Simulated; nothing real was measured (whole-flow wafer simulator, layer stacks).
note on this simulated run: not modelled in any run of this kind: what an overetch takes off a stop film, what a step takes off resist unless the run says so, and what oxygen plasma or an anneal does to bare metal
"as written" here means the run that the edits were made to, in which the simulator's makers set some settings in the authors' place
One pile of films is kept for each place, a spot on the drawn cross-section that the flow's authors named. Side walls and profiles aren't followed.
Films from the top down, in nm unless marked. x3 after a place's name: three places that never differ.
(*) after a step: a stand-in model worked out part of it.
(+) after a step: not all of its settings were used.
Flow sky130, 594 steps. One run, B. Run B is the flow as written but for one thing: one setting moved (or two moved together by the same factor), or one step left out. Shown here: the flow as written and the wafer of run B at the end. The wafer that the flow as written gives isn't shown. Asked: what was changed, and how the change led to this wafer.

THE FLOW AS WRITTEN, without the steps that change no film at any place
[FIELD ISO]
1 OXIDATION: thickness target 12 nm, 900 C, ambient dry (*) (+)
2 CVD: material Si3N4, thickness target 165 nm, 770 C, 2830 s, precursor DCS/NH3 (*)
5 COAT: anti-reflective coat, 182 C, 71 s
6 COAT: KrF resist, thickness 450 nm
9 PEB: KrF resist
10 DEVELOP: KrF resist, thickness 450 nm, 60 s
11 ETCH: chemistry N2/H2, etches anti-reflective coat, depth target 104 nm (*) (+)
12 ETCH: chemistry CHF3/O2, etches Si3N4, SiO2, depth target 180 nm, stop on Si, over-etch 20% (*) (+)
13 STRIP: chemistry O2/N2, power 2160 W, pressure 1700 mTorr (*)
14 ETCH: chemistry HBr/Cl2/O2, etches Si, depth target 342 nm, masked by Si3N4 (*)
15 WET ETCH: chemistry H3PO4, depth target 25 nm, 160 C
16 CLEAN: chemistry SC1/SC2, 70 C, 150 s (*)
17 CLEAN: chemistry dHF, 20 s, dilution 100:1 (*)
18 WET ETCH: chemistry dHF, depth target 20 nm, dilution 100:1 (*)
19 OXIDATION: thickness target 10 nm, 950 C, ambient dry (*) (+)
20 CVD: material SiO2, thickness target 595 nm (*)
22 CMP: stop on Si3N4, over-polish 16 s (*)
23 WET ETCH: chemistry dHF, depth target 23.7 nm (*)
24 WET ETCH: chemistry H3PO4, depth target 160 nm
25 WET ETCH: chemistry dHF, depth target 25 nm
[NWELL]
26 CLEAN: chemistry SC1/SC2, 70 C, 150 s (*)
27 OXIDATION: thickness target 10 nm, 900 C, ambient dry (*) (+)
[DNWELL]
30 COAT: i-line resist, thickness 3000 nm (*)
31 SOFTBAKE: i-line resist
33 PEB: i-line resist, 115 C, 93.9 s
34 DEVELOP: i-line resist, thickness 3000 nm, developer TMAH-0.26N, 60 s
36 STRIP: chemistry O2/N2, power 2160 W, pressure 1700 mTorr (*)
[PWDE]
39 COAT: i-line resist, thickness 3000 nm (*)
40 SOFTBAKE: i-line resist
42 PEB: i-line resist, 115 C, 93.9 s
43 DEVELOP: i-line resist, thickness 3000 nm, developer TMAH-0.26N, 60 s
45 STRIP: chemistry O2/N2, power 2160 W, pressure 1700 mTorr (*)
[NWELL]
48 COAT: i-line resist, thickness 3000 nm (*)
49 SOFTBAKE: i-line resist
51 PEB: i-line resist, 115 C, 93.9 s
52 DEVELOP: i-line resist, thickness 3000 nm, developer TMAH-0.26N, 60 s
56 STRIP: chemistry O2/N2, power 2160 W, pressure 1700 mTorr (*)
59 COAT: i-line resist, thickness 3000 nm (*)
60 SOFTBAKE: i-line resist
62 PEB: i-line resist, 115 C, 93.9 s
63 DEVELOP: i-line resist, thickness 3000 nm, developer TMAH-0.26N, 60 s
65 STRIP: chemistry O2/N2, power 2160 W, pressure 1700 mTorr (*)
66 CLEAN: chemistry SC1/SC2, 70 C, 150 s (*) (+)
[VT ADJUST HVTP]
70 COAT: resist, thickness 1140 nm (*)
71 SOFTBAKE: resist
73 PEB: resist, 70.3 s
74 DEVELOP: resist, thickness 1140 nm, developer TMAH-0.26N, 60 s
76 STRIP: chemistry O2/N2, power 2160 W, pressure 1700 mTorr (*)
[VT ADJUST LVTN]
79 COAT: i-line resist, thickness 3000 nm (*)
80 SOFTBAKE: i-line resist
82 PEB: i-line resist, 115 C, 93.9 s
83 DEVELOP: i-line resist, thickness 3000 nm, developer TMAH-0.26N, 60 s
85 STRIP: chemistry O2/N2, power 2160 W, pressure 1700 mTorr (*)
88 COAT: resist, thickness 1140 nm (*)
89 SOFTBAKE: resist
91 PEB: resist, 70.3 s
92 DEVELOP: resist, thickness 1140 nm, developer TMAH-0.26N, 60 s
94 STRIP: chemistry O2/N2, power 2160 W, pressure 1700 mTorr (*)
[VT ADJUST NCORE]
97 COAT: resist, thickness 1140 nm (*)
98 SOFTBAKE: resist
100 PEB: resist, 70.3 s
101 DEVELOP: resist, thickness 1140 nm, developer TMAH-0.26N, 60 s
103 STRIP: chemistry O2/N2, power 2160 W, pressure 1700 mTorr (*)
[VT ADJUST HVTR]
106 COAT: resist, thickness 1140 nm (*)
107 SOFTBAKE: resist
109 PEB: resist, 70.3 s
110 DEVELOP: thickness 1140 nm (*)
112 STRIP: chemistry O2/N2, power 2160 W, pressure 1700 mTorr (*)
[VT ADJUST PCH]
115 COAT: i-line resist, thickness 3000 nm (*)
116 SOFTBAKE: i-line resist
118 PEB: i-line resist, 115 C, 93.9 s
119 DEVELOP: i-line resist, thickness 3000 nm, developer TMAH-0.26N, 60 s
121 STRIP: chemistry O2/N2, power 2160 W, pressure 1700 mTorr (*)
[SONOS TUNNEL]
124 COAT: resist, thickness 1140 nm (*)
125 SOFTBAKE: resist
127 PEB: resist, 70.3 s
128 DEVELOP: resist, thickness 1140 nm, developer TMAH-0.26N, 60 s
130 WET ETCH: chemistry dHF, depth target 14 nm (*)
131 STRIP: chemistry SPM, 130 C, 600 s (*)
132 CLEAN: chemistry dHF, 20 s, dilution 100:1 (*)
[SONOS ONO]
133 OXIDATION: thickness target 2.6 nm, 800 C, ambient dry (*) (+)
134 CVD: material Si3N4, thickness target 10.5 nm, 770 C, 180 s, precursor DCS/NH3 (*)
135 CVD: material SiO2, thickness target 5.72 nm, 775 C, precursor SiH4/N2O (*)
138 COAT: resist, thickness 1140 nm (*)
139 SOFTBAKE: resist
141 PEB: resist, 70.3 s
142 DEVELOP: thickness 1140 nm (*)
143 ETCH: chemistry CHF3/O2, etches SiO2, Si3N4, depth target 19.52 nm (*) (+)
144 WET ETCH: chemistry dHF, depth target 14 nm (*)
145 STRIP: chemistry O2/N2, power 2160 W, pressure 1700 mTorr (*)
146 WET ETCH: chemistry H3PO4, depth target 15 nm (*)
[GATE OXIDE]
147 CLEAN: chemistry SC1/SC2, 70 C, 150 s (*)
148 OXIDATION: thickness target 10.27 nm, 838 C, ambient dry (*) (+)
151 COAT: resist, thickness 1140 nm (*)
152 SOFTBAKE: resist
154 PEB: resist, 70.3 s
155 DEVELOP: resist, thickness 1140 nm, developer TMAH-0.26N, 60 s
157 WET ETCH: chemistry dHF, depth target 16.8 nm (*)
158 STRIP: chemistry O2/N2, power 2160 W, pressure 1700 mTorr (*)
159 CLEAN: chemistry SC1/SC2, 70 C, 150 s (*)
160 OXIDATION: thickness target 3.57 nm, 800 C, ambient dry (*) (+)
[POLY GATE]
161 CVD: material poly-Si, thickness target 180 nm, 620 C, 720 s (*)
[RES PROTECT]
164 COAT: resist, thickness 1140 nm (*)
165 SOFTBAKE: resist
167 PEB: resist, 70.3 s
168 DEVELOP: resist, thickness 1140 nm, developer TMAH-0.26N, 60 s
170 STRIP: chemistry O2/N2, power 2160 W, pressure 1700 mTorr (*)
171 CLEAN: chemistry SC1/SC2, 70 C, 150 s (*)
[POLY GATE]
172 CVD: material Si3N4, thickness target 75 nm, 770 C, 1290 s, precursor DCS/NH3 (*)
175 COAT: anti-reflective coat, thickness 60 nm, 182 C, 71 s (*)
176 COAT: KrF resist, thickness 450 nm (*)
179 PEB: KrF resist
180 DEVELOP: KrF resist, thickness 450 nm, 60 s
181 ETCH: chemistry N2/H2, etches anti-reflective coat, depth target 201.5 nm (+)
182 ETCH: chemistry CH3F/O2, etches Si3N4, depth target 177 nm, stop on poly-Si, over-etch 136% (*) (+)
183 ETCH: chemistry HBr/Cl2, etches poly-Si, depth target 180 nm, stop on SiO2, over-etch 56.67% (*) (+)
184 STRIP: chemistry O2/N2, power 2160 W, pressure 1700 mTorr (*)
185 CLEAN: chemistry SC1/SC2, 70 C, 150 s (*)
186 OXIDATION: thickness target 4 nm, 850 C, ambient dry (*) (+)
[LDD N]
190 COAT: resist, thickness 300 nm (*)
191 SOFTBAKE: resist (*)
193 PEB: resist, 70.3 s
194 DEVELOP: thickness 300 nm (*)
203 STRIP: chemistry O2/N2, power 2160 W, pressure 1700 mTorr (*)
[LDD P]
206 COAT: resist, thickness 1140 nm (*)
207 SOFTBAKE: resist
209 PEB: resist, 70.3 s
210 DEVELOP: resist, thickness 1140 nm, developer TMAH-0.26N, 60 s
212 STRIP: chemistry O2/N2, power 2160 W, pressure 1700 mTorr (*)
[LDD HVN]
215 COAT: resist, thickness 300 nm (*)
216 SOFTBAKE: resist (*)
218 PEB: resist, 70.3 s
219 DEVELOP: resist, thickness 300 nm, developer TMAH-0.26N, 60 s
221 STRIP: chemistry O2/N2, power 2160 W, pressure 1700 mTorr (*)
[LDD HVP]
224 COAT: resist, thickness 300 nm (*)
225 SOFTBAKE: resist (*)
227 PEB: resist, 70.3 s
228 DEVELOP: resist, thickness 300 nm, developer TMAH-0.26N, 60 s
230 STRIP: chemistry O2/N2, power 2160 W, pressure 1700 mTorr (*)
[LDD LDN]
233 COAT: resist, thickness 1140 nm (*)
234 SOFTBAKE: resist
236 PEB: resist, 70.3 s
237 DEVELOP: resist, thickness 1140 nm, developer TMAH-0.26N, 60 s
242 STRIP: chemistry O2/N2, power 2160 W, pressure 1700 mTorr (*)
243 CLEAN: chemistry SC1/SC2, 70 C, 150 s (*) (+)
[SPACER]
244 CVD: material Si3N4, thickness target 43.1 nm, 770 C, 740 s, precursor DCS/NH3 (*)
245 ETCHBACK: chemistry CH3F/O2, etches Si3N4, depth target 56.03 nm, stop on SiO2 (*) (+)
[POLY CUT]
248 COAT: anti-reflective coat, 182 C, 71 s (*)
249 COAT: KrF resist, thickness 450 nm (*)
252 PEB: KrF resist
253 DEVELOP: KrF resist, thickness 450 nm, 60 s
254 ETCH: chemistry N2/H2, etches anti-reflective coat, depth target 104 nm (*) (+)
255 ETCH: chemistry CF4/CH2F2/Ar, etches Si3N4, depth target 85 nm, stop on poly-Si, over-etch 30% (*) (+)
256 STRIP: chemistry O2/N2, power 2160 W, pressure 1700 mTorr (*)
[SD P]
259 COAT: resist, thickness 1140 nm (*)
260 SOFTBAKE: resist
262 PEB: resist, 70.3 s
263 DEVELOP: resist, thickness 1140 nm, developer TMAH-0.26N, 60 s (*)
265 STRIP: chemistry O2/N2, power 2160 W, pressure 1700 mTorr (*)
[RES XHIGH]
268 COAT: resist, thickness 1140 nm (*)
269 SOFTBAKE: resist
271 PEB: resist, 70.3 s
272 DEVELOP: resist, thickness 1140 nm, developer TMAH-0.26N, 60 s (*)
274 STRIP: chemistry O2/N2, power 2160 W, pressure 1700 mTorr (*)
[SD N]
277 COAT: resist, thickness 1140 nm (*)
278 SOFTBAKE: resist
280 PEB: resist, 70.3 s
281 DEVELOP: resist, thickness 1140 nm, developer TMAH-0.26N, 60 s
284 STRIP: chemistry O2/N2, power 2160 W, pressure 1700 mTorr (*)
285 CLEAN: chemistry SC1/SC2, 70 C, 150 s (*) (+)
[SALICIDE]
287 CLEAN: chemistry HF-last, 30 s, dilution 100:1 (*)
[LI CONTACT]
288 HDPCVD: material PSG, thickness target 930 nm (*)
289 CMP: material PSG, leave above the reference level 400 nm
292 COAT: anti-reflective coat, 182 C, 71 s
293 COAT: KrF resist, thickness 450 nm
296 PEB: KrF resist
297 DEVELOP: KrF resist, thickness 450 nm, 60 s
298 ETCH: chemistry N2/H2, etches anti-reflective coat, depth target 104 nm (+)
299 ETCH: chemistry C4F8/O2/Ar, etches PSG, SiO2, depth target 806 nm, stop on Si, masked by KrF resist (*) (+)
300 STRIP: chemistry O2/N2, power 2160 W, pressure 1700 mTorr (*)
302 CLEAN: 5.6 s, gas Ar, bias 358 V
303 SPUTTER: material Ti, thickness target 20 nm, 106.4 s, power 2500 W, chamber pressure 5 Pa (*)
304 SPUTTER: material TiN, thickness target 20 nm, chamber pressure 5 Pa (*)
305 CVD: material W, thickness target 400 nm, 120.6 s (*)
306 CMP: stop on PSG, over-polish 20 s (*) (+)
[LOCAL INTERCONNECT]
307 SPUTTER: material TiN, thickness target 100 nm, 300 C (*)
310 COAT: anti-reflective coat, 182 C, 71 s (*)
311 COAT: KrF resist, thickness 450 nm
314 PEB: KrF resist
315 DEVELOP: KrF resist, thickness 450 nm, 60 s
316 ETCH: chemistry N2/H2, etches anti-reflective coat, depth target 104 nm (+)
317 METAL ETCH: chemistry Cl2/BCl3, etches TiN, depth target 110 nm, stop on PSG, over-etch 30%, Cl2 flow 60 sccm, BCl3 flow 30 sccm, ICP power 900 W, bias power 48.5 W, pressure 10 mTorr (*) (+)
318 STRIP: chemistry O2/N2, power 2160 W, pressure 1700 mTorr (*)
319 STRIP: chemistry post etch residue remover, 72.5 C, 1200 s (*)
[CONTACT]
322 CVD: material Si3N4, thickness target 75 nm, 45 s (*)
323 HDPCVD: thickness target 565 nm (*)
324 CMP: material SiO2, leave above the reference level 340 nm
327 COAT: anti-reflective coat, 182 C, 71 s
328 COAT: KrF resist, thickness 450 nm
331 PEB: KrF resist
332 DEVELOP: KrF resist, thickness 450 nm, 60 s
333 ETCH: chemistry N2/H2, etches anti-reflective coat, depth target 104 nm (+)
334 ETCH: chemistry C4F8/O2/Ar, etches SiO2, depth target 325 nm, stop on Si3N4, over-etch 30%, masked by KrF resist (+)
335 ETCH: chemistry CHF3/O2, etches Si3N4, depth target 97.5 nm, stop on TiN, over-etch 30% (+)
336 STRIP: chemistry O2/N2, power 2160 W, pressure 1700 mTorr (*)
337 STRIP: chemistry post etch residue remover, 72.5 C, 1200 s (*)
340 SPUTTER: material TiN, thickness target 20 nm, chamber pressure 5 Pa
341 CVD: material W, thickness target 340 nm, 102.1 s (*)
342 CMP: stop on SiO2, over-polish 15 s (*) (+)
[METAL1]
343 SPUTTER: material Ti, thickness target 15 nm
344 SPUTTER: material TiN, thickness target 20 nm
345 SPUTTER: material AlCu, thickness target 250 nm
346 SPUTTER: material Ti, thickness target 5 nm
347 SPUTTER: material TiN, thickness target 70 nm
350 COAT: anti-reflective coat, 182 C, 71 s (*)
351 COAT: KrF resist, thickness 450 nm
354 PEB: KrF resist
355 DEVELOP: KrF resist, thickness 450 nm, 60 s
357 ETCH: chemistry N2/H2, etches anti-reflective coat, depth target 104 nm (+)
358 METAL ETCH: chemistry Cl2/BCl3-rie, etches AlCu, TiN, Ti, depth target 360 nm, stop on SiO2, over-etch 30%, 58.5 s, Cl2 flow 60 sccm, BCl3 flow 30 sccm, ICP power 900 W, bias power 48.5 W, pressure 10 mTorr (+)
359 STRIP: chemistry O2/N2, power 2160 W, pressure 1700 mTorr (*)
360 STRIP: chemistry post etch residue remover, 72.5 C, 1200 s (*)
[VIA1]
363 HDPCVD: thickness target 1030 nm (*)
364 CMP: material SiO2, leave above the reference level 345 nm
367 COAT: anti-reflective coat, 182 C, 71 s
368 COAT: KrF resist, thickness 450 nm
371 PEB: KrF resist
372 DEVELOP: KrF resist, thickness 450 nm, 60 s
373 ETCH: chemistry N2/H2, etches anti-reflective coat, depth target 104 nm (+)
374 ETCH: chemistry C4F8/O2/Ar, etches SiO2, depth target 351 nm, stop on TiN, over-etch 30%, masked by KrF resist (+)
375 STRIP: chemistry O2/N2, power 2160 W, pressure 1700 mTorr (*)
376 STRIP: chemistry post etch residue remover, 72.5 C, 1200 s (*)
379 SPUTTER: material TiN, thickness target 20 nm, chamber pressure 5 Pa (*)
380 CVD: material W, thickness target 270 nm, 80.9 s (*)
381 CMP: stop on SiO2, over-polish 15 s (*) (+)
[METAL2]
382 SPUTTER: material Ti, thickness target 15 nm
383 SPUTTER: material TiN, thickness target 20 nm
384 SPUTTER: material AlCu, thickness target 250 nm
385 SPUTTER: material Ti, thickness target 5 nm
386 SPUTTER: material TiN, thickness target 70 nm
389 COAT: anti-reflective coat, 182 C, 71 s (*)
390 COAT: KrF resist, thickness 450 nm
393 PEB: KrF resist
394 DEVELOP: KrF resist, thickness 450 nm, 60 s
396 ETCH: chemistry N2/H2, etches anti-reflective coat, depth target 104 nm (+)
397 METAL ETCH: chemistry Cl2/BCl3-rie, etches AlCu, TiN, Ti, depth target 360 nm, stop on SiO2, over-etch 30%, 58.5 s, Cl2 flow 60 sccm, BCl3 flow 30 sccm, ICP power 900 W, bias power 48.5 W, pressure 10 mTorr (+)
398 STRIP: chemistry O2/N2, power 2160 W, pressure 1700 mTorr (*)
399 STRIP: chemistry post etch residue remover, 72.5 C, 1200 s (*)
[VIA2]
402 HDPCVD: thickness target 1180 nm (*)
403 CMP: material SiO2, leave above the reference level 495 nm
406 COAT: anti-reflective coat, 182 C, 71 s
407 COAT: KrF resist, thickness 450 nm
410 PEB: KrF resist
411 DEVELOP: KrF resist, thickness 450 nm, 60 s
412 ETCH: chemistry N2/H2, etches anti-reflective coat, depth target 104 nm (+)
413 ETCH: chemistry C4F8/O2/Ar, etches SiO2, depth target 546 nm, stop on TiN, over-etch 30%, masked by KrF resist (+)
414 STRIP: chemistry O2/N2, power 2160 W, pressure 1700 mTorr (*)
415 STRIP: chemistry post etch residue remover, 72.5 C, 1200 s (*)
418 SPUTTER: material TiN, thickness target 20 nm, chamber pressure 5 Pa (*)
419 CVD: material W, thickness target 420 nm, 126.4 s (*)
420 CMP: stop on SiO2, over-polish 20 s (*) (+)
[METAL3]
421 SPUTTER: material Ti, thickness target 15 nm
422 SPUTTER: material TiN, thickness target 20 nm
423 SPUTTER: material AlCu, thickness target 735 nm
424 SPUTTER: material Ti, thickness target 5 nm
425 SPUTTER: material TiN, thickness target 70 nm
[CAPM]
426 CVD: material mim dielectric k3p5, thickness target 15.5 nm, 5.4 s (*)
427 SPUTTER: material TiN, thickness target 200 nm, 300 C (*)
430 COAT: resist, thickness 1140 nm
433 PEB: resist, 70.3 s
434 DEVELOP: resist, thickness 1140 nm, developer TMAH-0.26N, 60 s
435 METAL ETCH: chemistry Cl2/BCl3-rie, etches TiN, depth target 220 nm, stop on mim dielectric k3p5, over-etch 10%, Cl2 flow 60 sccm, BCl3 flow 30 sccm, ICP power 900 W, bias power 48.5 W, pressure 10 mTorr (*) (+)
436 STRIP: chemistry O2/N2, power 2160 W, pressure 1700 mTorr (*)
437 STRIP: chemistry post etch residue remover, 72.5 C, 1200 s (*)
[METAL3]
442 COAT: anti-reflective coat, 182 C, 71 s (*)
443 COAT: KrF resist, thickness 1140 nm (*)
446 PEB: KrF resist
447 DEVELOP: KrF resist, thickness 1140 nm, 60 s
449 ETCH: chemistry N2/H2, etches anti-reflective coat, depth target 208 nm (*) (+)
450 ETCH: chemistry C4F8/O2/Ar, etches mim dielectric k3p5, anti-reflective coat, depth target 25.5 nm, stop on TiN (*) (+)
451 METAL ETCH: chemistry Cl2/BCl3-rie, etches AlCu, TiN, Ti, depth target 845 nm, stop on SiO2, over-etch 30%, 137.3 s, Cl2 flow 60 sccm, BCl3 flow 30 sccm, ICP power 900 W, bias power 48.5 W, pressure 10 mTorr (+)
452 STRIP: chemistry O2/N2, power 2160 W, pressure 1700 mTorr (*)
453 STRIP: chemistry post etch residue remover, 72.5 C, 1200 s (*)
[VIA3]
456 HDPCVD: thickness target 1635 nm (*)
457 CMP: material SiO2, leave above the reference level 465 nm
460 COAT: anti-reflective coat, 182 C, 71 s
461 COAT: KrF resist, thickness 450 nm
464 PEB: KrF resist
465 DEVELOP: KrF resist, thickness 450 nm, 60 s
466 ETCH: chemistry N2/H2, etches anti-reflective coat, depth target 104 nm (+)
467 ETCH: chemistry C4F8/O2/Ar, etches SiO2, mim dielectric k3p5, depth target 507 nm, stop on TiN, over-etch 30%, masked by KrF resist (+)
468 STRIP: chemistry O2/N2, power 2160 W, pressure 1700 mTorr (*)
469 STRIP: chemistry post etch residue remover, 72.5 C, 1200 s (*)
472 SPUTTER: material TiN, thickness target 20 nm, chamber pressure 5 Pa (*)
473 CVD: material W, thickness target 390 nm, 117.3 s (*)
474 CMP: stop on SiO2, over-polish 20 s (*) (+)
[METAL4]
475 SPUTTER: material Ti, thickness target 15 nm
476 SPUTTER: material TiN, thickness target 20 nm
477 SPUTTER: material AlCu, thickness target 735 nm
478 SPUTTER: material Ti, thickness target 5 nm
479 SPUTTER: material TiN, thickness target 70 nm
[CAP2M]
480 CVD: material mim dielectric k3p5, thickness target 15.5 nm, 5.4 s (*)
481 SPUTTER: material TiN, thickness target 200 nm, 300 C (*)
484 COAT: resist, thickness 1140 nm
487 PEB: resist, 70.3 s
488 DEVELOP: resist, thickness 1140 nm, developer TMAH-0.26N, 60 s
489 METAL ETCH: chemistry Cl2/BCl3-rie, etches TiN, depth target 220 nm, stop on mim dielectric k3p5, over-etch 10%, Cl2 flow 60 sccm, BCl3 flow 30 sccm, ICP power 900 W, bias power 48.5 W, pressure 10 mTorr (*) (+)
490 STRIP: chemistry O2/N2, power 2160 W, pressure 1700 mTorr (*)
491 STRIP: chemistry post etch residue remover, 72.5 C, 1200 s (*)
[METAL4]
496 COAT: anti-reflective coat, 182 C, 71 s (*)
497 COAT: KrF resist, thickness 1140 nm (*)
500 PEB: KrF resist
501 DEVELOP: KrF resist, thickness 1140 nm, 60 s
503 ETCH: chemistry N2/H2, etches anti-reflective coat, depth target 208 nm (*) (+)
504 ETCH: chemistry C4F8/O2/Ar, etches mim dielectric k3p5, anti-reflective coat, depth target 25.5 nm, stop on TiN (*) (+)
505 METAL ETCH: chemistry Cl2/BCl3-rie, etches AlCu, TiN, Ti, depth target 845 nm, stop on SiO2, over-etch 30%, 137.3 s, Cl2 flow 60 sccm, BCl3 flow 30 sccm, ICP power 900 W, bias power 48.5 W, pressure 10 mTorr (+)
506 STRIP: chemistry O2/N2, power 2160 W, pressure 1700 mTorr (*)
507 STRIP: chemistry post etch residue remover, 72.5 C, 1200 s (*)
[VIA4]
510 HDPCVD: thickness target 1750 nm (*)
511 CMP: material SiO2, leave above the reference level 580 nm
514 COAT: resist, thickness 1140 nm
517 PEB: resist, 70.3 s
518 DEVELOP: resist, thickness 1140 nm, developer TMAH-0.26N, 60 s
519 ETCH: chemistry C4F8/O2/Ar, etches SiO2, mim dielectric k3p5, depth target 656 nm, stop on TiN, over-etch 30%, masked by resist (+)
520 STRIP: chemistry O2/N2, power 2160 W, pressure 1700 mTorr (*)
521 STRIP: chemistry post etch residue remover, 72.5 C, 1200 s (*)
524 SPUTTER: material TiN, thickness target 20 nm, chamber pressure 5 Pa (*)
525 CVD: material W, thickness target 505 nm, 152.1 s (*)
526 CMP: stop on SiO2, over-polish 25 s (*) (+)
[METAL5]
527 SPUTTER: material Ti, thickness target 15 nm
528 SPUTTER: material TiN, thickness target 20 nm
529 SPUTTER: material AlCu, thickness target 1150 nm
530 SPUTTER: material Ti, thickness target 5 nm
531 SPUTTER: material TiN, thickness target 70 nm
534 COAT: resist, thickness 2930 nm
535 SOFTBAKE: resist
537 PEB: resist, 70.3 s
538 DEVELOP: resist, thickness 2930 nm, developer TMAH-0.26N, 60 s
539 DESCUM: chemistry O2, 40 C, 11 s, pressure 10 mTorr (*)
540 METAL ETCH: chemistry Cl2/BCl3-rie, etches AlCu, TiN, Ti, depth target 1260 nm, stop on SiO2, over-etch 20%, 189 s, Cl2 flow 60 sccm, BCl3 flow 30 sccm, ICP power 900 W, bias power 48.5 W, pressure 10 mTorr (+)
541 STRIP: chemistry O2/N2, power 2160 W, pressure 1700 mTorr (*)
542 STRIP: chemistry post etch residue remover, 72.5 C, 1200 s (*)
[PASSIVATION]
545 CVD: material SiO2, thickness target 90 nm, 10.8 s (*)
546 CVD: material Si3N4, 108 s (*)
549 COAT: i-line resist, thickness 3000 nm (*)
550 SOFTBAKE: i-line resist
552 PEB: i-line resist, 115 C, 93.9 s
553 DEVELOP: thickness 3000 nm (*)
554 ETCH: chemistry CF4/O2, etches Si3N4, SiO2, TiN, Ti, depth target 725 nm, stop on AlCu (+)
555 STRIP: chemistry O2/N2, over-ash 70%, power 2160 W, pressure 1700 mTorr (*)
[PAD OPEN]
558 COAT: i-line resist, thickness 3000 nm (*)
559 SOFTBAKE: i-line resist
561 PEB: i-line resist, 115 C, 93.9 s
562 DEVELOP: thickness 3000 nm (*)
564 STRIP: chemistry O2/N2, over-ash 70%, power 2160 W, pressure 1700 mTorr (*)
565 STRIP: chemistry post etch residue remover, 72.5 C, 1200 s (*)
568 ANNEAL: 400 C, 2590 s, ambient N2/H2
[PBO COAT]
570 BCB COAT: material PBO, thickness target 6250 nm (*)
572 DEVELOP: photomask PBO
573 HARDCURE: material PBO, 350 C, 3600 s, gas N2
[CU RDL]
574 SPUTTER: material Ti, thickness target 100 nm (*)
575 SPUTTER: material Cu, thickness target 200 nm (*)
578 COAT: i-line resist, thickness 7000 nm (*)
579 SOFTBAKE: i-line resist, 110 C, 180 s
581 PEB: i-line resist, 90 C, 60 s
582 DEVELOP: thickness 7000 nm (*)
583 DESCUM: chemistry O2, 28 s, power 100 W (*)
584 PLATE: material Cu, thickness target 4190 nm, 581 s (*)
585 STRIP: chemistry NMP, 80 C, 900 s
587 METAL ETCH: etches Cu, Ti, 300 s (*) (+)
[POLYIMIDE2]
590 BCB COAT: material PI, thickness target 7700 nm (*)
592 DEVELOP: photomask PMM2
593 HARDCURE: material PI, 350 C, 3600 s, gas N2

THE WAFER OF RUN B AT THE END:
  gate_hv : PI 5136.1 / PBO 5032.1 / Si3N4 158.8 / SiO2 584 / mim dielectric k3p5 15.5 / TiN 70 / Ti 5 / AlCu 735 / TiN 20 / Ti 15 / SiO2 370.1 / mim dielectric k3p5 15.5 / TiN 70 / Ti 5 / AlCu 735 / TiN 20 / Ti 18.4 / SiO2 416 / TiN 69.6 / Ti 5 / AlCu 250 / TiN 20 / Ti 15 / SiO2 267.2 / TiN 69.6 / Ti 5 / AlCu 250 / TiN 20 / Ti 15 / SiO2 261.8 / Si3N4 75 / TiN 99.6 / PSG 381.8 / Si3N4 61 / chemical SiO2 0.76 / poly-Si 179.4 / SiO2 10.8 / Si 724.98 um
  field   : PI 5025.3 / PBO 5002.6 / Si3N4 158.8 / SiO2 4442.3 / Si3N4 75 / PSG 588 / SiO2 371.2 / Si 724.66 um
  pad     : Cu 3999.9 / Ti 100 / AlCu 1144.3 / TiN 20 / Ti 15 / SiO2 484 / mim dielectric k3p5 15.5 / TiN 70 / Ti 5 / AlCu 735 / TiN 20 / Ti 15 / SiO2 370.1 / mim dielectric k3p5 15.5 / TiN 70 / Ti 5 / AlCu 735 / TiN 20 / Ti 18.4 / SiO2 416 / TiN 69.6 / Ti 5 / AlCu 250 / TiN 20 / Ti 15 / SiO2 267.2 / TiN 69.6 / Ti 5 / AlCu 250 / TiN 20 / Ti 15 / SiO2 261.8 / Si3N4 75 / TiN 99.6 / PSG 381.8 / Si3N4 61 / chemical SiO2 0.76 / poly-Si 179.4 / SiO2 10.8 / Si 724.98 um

The cause: step 421, SPUTTER: thickness target 18.4 nm was run, where the flow has thickness target 15 nm.
It can be read off the wafer: gate_hv has Ti 18.4, and step 421 as written asks for 15 nm.

How the change led to this, step by step:
  421 SPUTTER: material Ti, thickness target 15 nm
      field, active, n_well and 188 more: Ti +18.4 (new film) (as written it would be: Ti +15 (new film))
  451 METAL ETCH: chemistry Cl2/BCl3-rie, etches AlCu, TiN, Ti, depth target 845 nm, stop on SiO2, over-etch 30%, 137.3 s, Cl2 flow 60 sccm, BCl3 flow 30 sccm, ICP power 900 W, bias power 48.5 W, pressure 10 mTorr (+)
      field, gate, spacer and 68 more: TiN -70 (all of it), Ti -5 (all of it), AlCu -735 (all of it), TiN -20 (all of it), Ti -18.4 (all of it), SiO2 -25 (as written it would be: TiN -70 (all of it), Ti -5 (all of it), AlCu -735 (all of it), TiN -20 (all of it), Ti -15 (all of it), SiO2 -25.4)
      active, vpp_ln, vpp_iso2 and 11 more: TiN -70 (all of it), Ti -5 (all of it), AlCu -735 (all of it), TiN -20 (all of it), Ti -18.4 (all of it), SiO2 -25 (as written it would be: TiN -70 (all of it), Ti -5 (all of it), AlCu -735 (all of it), TiN -20 (all of it), Ti -15 (all of it), SiO2 -25.3)
